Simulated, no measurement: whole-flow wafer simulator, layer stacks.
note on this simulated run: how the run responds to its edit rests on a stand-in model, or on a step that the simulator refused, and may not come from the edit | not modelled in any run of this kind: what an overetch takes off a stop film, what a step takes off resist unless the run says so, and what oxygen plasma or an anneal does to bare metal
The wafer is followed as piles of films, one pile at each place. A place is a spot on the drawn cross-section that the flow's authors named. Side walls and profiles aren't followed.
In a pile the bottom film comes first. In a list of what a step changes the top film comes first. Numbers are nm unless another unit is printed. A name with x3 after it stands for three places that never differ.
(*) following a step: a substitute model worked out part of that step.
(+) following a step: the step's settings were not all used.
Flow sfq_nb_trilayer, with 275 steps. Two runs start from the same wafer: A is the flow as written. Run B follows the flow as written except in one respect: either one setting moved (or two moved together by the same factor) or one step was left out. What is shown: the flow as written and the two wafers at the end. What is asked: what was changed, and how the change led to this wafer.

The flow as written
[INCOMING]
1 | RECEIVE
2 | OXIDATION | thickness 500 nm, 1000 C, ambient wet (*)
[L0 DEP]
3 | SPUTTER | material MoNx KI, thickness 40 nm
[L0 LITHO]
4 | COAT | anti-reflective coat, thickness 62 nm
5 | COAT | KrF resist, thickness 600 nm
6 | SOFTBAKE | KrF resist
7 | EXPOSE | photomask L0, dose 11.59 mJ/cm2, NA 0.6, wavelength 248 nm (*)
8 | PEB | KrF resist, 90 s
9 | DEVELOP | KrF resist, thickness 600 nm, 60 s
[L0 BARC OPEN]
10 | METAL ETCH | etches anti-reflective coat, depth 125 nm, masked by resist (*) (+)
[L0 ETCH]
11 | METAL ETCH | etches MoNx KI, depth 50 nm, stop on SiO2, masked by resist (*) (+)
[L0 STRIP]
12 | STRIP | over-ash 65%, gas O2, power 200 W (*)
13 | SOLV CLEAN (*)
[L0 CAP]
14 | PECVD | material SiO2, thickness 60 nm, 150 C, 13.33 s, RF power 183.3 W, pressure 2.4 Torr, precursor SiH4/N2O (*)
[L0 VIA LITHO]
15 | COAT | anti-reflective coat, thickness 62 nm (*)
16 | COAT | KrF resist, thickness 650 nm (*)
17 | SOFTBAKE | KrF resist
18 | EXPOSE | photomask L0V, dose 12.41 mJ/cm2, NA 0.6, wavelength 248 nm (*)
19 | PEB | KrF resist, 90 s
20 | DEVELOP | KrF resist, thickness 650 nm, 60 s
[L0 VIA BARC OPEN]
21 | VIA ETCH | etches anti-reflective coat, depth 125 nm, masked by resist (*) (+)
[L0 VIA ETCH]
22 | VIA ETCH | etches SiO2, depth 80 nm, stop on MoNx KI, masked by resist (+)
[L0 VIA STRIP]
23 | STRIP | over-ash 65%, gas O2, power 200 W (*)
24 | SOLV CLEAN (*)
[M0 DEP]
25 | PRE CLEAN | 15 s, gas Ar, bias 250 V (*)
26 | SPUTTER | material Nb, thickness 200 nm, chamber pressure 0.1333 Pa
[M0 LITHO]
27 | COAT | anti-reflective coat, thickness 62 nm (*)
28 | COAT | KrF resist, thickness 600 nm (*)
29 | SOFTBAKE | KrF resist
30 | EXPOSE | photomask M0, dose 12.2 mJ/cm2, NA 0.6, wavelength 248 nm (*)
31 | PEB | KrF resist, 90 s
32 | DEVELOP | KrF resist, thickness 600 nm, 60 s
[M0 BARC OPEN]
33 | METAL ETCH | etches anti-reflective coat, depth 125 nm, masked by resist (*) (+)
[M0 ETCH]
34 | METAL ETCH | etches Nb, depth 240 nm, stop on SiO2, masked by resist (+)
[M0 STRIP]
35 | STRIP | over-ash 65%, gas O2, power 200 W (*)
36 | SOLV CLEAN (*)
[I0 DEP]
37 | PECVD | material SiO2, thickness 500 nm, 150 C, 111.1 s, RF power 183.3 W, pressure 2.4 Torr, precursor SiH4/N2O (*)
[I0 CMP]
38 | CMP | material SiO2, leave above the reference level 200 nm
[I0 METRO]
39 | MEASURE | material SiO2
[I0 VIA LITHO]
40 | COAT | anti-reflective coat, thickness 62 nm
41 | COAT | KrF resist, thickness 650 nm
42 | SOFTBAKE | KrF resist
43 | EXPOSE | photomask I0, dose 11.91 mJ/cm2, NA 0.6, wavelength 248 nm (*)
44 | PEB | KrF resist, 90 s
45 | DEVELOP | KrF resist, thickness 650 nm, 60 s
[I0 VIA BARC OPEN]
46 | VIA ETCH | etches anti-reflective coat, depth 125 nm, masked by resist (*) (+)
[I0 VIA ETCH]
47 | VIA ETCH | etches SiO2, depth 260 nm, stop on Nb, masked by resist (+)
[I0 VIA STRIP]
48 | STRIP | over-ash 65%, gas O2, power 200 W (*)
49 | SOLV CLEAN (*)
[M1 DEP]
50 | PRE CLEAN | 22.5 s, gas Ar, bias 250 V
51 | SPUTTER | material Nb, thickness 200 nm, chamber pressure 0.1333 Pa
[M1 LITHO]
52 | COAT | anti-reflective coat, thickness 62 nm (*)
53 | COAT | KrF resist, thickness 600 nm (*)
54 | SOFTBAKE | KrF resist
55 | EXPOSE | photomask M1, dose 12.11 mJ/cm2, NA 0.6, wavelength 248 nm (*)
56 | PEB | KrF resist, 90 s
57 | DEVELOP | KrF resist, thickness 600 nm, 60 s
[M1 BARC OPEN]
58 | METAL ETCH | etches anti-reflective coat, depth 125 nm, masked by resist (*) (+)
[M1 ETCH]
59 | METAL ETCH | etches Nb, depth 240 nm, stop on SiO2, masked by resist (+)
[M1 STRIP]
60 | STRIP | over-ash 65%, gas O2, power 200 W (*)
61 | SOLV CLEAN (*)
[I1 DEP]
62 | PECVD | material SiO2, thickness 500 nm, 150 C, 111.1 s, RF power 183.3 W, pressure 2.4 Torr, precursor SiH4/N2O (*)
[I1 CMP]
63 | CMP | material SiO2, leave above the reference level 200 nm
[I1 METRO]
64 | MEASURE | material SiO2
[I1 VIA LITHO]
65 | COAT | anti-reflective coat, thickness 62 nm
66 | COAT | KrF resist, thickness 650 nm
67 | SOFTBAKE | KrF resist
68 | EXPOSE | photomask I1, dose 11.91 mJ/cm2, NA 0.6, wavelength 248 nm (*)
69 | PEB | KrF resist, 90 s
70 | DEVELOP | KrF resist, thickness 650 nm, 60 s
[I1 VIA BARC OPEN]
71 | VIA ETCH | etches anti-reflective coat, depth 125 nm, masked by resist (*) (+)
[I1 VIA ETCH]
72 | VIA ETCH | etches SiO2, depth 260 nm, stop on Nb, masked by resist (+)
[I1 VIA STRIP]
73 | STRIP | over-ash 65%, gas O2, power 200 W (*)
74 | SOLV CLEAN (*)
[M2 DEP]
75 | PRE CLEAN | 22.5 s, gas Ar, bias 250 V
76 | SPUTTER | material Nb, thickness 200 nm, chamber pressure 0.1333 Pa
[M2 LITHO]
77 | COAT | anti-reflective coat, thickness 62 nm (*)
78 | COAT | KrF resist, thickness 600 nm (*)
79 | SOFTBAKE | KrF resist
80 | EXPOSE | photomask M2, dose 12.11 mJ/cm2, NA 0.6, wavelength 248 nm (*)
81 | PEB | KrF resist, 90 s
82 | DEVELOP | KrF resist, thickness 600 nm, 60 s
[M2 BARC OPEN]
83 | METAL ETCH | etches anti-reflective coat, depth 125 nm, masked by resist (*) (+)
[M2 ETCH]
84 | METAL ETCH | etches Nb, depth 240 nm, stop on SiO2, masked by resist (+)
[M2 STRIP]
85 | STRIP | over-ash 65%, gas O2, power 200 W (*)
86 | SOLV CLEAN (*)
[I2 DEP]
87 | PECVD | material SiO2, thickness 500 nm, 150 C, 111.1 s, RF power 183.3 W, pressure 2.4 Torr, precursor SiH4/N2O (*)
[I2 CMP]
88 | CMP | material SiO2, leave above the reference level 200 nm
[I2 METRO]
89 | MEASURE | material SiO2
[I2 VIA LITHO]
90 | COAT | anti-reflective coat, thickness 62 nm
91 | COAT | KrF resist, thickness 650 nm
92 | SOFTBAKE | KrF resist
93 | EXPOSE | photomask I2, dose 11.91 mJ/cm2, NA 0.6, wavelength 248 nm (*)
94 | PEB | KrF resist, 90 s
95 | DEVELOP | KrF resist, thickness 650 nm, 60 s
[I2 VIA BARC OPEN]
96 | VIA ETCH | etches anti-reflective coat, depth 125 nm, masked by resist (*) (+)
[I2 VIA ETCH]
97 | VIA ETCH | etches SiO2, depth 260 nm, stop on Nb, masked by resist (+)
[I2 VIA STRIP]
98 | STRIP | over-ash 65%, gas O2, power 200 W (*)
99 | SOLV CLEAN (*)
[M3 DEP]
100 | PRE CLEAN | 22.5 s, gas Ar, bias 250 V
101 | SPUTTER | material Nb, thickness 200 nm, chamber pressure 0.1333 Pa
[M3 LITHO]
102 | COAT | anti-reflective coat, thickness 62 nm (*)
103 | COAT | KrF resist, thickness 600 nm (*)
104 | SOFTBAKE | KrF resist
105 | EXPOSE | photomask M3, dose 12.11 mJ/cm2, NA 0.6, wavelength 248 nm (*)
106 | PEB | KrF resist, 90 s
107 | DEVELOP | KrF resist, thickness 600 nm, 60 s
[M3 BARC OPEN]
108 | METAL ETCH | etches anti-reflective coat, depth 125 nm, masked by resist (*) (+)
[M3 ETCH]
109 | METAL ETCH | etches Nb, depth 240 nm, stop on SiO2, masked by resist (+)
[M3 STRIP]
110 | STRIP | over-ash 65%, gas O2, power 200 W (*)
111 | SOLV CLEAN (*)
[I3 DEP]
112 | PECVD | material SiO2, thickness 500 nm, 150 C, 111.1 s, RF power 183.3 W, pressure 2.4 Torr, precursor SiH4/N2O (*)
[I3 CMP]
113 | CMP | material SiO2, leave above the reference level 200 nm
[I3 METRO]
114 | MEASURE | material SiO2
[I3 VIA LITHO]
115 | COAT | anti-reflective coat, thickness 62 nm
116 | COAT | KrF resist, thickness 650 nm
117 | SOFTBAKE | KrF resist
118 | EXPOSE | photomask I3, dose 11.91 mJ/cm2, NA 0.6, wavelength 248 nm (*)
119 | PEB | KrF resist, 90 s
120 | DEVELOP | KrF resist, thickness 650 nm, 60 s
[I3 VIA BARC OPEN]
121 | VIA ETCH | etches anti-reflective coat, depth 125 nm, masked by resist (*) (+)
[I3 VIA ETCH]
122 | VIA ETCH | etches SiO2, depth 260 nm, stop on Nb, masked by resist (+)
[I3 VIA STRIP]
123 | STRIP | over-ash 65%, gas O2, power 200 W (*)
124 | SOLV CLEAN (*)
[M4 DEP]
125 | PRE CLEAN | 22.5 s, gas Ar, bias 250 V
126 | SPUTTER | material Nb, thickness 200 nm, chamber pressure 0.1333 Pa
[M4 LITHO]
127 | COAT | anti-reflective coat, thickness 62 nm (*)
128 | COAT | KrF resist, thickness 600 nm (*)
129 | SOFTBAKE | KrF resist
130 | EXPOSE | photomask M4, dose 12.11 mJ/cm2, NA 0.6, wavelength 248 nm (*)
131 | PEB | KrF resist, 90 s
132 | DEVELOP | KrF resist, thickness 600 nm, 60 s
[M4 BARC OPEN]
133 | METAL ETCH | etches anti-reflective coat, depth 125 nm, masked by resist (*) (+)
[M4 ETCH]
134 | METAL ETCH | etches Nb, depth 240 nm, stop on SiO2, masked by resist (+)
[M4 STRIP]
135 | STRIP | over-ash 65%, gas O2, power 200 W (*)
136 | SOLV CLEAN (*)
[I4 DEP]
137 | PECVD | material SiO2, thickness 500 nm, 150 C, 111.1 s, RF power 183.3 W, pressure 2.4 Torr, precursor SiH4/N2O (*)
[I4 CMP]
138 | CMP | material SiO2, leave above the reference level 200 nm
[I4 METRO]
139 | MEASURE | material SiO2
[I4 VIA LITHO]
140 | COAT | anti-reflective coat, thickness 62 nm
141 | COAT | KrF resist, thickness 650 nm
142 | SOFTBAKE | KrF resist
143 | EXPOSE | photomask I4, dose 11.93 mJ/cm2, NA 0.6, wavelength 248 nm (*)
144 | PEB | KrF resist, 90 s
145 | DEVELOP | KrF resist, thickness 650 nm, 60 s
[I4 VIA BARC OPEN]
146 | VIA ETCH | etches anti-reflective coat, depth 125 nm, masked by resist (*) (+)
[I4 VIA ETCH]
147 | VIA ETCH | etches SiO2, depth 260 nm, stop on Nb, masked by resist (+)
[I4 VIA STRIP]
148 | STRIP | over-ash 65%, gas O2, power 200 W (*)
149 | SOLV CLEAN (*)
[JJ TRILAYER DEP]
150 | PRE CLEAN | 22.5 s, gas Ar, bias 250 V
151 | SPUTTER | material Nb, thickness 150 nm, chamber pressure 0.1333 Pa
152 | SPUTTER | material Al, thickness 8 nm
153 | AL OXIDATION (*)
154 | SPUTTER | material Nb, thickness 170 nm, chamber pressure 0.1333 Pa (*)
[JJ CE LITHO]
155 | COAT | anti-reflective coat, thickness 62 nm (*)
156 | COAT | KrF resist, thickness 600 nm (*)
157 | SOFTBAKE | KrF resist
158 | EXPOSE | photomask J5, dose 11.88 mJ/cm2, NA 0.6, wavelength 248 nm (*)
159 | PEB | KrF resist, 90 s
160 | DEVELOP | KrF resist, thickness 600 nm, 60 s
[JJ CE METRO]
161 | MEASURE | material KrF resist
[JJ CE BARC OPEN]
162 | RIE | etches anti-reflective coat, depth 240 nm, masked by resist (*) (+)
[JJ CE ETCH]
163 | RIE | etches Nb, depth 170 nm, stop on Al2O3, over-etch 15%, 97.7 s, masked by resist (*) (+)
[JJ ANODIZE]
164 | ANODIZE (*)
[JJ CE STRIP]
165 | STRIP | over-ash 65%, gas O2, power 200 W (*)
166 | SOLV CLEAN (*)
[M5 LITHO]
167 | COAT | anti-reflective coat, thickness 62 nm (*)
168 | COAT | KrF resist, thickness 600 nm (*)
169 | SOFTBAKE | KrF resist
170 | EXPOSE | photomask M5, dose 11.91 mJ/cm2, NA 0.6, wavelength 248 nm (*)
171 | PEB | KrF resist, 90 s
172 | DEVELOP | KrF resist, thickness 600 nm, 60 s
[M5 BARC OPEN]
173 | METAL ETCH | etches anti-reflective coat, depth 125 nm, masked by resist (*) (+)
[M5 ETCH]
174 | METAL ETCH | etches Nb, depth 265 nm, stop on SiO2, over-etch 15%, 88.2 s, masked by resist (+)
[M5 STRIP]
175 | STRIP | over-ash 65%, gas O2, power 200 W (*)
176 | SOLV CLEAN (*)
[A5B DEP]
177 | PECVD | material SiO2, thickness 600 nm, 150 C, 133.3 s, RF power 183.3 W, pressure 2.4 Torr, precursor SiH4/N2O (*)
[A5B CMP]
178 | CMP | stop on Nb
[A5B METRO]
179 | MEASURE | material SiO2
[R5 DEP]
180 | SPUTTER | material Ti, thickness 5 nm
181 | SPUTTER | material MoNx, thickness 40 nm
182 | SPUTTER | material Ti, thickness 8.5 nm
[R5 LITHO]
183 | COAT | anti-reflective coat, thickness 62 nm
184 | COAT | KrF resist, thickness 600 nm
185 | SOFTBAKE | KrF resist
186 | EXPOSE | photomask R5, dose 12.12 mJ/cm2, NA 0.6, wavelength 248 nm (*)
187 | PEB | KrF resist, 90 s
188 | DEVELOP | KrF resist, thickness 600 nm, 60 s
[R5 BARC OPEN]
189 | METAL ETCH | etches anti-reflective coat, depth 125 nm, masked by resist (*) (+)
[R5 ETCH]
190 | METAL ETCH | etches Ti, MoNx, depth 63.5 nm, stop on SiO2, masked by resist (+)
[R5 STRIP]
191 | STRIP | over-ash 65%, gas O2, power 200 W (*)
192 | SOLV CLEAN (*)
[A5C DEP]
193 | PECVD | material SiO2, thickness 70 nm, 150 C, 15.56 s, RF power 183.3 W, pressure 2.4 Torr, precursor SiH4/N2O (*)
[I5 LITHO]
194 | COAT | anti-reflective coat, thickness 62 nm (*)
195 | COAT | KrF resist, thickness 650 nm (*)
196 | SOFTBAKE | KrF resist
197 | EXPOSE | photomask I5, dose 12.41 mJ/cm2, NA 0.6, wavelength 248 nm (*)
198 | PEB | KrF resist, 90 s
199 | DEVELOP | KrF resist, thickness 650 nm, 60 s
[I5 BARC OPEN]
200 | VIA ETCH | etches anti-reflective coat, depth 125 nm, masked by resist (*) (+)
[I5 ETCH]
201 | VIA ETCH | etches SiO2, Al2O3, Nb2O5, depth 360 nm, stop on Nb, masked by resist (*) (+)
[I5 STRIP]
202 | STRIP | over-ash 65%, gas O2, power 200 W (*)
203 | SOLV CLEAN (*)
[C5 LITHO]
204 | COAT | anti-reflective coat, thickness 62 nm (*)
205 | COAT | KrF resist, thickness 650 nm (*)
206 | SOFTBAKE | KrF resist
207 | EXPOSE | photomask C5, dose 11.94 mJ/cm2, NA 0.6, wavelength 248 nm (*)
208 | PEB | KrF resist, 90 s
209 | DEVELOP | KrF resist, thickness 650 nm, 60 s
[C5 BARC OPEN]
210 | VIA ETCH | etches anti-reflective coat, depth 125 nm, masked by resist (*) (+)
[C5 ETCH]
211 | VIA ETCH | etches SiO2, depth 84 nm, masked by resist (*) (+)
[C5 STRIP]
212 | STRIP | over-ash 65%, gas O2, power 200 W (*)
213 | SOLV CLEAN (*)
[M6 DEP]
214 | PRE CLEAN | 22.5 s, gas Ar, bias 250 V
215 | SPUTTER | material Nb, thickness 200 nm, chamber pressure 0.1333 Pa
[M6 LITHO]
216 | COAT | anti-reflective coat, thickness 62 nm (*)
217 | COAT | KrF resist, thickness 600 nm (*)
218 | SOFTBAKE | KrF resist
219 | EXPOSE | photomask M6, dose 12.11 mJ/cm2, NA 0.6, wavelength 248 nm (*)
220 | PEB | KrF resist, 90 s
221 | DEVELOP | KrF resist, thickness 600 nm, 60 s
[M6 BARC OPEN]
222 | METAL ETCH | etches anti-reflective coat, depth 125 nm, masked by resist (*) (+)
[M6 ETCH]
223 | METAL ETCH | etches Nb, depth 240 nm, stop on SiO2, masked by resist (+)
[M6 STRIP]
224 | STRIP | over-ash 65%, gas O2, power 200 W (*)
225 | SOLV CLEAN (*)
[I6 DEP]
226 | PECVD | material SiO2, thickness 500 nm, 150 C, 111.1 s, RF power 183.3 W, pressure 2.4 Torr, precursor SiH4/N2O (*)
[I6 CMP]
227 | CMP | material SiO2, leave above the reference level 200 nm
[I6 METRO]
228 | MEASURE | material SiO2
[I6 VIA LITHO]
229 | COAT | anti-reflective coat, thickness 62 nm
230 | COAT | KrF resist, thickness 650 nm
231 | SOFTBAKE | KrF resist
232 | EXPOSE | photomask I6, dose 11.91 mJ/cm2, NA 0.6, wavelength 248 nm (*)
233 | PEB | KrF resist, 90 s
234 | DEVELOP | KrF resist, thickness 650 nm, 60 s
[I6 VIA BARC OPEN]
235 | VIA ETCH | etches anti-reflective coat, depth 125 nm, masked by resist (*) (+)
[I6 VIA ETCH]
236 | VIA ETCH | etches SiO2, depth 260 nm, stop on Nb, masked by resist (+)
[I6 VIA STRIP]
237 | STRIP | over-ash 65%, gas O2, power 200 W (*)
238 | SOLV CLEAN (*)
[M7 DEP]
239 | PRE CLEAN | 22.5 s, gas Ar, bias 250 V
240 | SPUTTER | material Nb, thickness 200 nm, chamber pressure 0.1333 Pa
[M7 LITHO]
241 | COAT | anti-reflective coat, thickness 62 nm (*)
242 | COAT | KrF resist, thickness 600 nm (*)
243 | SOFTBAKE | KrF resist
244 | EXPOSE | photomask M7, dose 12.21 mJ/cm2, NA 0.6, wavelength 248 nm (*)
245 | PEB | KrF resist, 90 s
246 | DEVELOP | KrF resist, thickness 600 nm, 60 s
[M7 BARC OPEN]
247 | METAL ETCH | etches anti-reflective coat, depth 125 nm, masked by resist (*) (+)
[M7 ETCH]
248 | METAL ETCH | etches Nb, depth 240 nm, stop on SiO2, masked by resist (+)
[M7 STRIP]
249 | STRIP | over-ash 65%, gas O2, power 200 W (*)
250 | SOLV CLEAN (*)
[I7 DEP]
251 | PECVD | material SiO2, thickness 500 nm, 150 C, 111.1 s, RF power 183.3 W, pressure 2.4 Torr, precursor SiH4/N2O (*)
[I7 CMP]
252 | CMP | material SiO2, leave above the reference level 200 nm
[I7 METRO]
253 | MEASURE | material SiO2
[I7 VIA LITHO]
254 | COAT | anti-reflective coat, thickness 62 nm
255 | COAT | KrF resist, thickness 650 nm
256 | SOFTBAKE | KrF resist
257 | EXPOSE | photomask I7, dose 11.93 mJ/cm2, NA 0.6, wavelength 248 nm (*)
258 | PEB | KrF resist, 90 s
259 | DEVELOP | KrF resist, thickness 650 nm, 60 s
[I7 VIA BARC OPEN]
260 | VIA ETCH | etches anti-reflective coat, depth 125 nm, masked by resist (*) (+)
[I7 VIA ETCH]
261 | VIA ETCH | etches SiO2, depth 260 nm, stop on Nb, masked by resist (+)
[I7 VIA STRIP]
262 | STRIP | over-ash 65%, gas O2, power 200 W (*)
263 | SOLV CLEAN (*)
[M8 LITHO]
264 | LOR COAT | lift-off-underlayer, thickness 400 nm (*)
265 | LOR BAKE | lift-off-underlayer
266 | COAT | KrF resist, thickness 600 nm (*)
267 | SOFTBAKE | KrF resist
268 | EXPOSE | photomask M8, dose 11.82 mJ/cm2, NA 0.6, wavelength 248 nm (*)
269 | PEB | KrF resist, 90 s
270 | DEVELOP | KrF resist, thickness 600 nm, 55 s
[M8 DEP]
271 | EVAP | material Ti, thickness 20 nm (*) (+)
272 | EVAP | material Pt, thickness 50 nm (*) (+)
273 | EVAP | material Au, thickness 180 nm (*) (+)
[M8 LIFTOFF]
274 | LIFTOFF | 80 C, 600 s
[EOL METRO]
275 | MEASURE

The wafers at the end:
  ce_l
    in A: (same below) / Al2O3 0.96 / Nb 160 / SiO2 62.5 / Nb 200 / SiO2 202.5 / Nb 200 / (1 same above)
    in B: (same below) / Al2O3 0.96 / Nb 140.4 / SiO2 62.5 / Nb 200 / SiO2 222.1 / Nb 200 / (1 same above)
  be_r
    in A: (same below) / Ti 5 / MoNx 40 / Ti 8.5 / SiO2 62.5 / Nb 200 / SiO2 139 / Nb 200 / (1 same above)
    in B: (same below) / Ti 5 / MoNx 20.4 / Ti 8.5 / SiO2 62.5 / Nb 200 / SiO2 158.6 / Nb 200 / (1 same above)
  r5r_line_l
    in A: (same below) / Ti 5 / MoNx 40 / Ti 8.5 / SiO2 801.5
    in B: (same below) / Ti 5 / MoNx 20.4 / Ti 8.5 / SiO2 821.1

Cause: step 181, SPUTTER: thickness 20.4 nm was run, whereas the flow has thickness 40 nm.
The wafer itself shows it: be_r has MoNx 20.4, and step 181 as written asks for 40 nm.

The path from the change to this, step by step:
  181 | SPUTTER | material MoNx, thickness 40 nm
      field_l, v_sur, via_wl and 103 more: A MoNx gains 40 (new film) | B MoNx gains 20.4 (new film)
  190 | METAL ETCH | etches Ti, MoNx, depth 63.5 nm, stop on SiO2, masked by resist (+)
      field_l, v_sur, via_wl and 92 more: A Ti loses 8.5 (all of it), MoNx loses 40 (all of it), Ti loses 5 (all of it) | B Ti loses 8.5 (all of it), MoNx loses 20.4 (all of it), Ti loses 5 (all of it)
      ce_l, c5j, ce_r, wl_jj: A Ti loses 8.5 (all of it), MoNx loses 40 (all of it), Ti loses 5 (all of it), Nb loses 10 | B Ti loses 8.5 (all of it), MoNx loses 20.4 (all of it), Ti loses 5 (all of it), Nb loses 29.6
  194 | COAT | anti-reflective coat, thickness 62 nm (*)
      wl_j_sl, wl_j_sr: A anti-reflective coat gains 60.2 (new film) | B anti-reflective coat gains 57 (new film)
      r5r_spacepad_l, r5r_spacepad_r: A anti-reflective coat gains 84.4 (new film) | B anti-reflective coat gains 76 (new film)
      (as well as at 15 more places)
  202 | STRIP | over-ash 65%, gas O2, power 200 W (*)
      wl_j_sl, wl_j_sr: A KrF resist loses 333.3 (all of it), anti-reflective coat loses 60.2 (all of it) | B KrF resist loses 333.4 (all of it), anti-reflective coat loses 57 (all of it)
      r5r_spacepad_l, r5r_spacepad_r: A KrF resist loses 335.6 (all of it), anti-reflective coat loses 84.4 (all of it) | B KrF resist loses 334.9 (all of it), anti-reflective coat loses 76 (all of it)
      (as well as at 15 more places)
  204 | COAT | anti-reflective coat, thickness 62 nm (*)
      wl_j_sl, wl_j_sr: A anti-reflective coat gains 60.2 (new film) | B anti-reflective coat gains 57 (new film)
      r5r_spacepad_l, r5r_spacepad_r: A anti-reflective coat gains 84.4 (new film) | B anti-reflective coat gains 76 (new film)
      (as well as at 15 more places)
  210 | VIA ETCH | etches anti-reflective coat, depth 125 nm, masked by resist (*) (+)
      field_l, v_sur, via_wl and 101 more: A KrF resist loses 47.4 | B KrF resist loses 48.7
      c5j: A anti-reflective coat loses 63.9 (all of it), SiO2 loses 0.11 | B anti-reflective coat loses 69.3 (all of it), SiO2 loses 0.09
      (as well as at 1 more place)
  212 | STRIP | over-ash 65%, gas O2, power 200 W (*)
      wl_j_sl, wl_j_sr: A KrF resist loses 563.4 (all of it), anti-reflective coat loses 60.2 (all of it) | B KrF resist loses 562 (all of it), anti-reflective coat loses 57 (all of it)
      r5r_spacepad_l, r5r_spacepad_r: A KrF resist loses 565.8 (all of it), anti-reflective coat loses 84.4 (all of it) | B KrF resist loses 563.5 (all of it), anti-reflective coat loses 76 (all of it)
      (as well as at 13 more places)
  216 | COAT | anti-reflective coat, thickness 62 nm (*)
      r5r_line_l, r5r_line_c, r5r_line_r: A anti-reflective coat gains 50 (new film) | B anti-reflective coat gains 53.4 (new film)
      wl_j_sl, wl_j_sr: A anti-reflective coat gains 60.2 (new film) | B anti-reflective coat gains 57.1 (new film)
      (as well as at 14 more places)
  222 | METAL ETCH | etches anti-reflective coat, depth 125 nm, masked by resist (*) (+)
      r5r_line_l, r5r_line_c, r5r_line_r: A anti-reflective coat loses 50 (all of it) | B anti-reflective coat loses 53.4 (all of it)
      r5r_spacepad_l, r5r_spacepad_r: A anti-reflective coat loses 85.7 (all of it) | B anti-reflective coat loses 76.4 (all of it)
      (as well as at 2 more places)
  224 | STRIP | over-ash 65%, gas O2, power 200 W (*)
      wl_j_sl, wl_j_sr: A KrF resist loses 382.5 (all of it), anti-reflective coat loses 60.2 (all of it) | B KrF resist loses 382.4 (all of it), anti-reflective coat loses 57.1 (all of it)
      jj_sur: A KrF resist loses 378.5 (all of it), anti-reflective coat loses 56.1 (all of it) | B KrF resist loses 377.3 (all of it), anti-reflective coat loses 52.7 (all of it)
      (as well as at 9 more places)
  226 | PECVD | material SiO2, thickness 500 nm, 150 C, 111.1 s, RF power 183.3 W, pressure 2.4 Torr, precursor SiH4/N2O (*)
      r5r_spacepad_l, r5r_spacepad_r: A SiO2 gains 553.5 | B SiO2 gains 531.4
  227 | CMP | material SiO2, leave above the reference level 200 nm
      ce_l, ce_r, wl_jj: A SiO2 loses 290 | B SiO2 loses 270.4
      be_r, r_sur, r_end: A SiO2 loses 353.5 | B SiO2 loses 333.9
      (as well as at 7 more places)
